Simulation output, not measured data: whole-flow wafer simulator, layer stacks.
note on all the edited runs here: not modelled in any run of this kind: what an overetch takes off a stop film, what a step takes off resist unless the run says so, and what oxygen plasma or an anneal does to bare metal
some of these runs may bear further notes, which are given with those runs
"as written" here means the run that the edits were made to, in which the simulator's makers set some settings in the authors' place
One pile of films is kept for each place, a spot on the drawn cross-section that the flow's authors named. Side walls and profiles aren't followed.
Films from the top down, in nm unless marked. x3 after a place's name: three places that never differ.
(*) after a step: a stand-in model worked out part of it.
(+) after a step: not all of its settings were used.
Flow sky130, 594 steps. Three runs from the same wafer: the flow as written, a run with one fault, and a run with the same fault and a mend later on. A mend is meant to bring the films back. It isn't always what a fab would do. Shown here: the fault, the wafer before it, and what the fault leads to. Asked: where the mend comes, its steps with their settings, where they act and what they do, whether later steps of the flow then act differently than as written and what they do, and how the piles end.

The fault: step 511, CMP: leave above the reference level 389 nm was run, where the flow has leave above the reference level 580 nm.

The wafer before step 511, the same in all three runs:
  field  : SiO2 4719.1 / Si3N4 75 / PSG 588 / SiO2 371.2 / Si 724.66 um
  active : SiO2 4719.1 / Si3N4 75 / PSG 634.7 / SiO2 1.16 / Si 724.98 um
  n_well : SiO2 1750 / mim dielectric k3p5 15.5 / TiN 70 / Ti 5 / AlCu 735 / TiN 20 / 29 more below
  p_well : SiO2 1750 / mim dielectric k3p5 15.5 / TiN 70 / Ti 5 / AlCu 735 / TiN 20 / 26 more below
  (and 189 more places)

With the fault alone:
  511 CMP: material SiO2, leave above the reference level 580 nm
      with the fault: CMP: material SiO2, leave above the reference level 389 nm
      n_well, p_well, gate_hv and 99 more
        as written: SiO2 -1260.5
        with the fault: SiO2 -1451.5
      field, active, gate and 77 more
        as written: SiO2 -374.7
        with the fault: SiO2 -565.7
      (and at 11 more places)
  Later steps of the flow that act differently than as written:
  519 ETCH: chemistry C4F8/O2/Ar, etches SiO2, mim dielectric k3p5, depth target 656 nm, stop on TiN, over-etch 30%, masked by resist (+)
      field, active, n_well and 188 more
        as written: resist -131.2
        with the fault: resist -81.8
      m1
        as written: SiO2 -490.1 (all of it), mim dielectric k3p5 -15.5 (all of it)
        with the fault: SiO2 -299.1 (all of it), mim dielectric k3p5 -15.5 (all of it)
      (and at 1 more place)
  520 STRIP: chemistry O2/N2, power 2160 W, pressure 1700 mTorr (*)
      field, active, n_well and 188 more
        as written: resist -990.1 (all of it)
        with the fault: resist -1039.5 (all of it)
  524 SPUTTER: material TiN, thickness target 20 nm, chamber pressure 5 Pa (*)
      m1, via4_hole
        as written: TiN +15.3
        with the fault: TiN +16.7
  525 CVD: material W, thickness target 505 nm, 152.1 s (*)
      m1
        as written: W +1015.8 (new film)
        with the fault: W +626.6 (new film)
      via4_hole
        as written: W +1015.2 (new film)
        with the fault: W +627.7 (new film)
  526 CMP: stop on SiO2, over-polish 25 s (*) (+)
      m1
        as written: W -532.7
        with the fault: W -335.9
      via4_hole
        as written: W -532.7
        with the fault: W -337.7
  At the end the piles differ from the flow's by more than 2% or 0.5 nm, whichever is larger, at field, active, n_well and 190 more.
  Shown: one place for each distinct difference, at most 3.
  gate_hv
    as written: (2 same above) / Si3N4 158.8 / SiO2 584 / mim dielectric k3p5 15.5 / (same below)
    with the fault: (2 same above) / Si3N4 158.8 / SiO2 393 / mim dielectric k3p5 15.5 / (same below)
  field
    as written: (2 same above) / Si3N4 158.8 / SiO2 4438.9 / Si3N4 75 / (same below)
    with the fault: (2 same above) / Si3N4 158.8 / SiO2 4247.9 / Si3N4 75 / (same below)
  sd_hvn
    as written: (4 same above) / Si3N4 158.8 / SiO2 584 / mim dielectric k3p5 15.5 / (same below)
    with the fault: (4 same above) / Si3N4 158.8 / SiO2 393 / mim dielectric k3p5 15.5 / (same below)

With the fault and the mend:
  The mend comes after step 518.
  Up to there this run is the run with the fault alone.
  518a STRIP: chemistry O2/N2, power 2160 W, pressure 1700 mTorr (*)
      field, active, n_well and 188 more
        resist -1121.3 (all of it)
  518b HDPCVD: thickness target 191 nm (*) (the flow's step 510 once more, with other settings)
      field, active, n_well and 190 more
        SiO2 +191
  518c HMDS: 120 C, 60 s (the flow's step 513 once more)
      changes no film at any place that is followed
  518d COAT: resist, thickness 1140 nm (the flow's step 514 once more)
      field, active, n_well and 190 more
        resist +1140 (new film)
  518e SOFTBAKE: resist (the flow's step 515 once more)
      changes no film at any place that is followed
  518f EXPOSE: photomask VIM4, dose 133.8 mJ/cm2, NA 0.6, wavelength 365 nm (*) (the flow's step 516 once more)
      changes no film at any place that is followed
  518g PEB: resist, 70.3 s (the flow's step 517 once more)
      field, active, n_well and 190 more
        resist -18.7
  518h DEVELOP: resist, thickness 1140 nm, developer TMAH-0.26N, 60 s (the flow's step 518 once more)
      m1, via4_hole
        resist -1121.3 (all of it)
  No later step of the flow acts differently than as written at any place that is followed.
  At the end the piles are the same as the flow's at every place that both follow.
